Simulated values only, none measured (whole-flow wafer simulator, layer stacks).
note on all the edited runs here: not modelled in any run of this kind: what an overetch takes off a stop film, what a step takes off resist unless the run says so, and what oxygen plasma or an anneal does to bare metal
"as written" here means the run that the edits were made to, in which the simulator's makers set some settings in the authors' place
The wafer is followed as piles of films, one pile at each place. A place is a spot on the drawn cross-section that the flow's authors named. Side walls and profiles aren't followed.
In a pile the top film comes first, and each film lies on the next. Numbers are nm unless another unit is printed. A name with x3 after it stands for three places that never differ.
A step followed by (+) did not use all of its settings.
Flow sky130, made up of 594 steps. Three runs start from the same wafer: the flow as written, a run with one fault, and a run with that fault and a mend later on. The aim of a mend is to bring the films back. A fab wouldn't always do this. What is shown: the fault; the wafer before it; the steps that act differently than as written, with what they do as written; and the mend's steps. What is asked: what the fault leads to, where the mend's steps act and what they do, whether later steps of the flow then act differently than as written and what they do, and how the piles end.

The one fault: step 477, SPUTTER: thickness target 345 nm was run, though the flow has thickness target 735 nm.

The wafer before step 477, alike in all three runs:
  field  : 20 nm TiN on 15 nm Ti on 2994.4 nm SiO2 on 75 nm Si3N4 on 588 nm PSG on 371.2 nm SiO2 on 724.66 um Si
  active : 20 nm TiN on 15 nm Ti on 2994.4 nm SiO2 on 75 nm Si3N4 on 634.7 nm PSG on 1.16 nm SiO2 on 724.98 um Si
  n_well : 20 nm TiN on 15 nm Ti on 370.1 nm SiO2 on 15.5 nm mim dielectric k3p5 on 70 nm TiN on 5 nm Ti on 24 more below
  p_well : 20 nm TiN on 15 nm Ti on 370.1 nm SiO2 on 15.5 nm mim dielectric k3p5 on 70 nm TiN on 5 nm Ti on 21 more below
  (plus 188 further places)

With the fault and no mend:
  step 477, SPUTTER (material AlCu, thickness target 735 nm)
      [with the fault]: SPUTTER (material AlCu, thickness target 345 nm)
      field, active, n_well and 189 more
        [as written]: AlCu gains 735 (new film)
        [with the fault]: AlCu gains 345 (new film)
  Later steps of the flow acting differently than as written:
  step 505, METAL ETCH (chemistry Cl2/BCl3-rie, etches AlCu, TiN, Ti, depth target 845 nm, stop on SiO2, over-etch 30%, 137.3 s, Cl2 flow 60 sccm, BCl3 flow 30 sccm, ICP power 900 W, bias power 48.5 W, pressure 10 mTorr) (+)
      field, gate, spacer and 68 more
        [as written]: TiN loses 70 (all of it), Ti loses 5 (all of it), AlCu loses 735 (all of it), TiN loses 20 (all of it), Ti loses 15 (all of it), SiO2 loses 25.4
        [with the fault]: TiN loses 70 (all of it), Ti loses 5 (all of it), AlCu loses 345 (all of it), TiN loses 20 (all of it), Ti loses 15 (all of it), SiO2 loses 64.4
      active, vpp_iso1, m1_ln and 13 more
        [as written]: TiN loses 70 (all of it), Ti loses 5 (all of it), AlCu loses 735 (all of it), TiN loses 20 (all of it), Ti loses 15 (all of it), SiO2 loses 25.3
        [with the fault]: TiN loses 70 (all of it), Ti loses 5 (all of it), AlCu loses 345 (all of it), TiN loses 20 (all of it), Ti loses 15 (all of it), SiO2 loses 64.3
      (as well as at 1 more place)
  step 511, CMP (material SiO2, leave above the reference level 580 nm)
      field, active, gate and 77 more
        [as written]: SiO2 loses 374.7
        [with the fault]: SiO2 loses 725.7
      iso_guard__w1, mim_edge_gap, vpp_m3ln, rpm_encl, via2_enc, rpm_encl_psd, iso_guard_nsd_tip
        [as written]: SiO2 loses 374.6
        [with the fault]: SiO2 loses 725.6
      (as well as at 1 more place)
  The piles end different from the flow's at field, active, n_well and 190 more by more than 2% or 0.5 nm, whichever is larger.
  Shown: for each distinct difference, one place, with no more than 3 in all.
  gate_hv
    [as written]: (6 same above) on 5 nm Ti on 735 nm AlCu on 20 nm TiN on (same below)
    [with the fault]: (6 same above) on 5 nm Ti on 345 nm AlCu on 20 nm TiN on (same below)
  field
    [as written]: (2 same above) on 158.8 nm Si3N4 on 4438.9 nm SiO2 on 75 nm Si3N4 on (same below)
    [with the fault]: (2 same above) on 158.8 nm Si3N4 on 4048.9 nm SiO2 on 75 nm Si3N4 on (same below)
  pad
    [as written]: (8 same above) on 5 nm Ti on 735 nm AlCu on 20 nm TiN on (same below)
    [with the fault]: (8 same above) on 5 nm Ti on 345 nm AlCu on 20 nm TiN on (same below)

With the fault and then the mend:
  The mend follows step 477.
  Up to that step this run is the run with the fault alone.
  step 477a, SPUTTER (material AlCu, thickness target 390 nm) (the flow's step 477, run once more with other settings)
      field, active, n_well and 189 more
        AlCu gains 390
  Later steps of the flow that are run all act as written at every place that is followed.
  At every place that both follow, the piles at the end match the flow's.
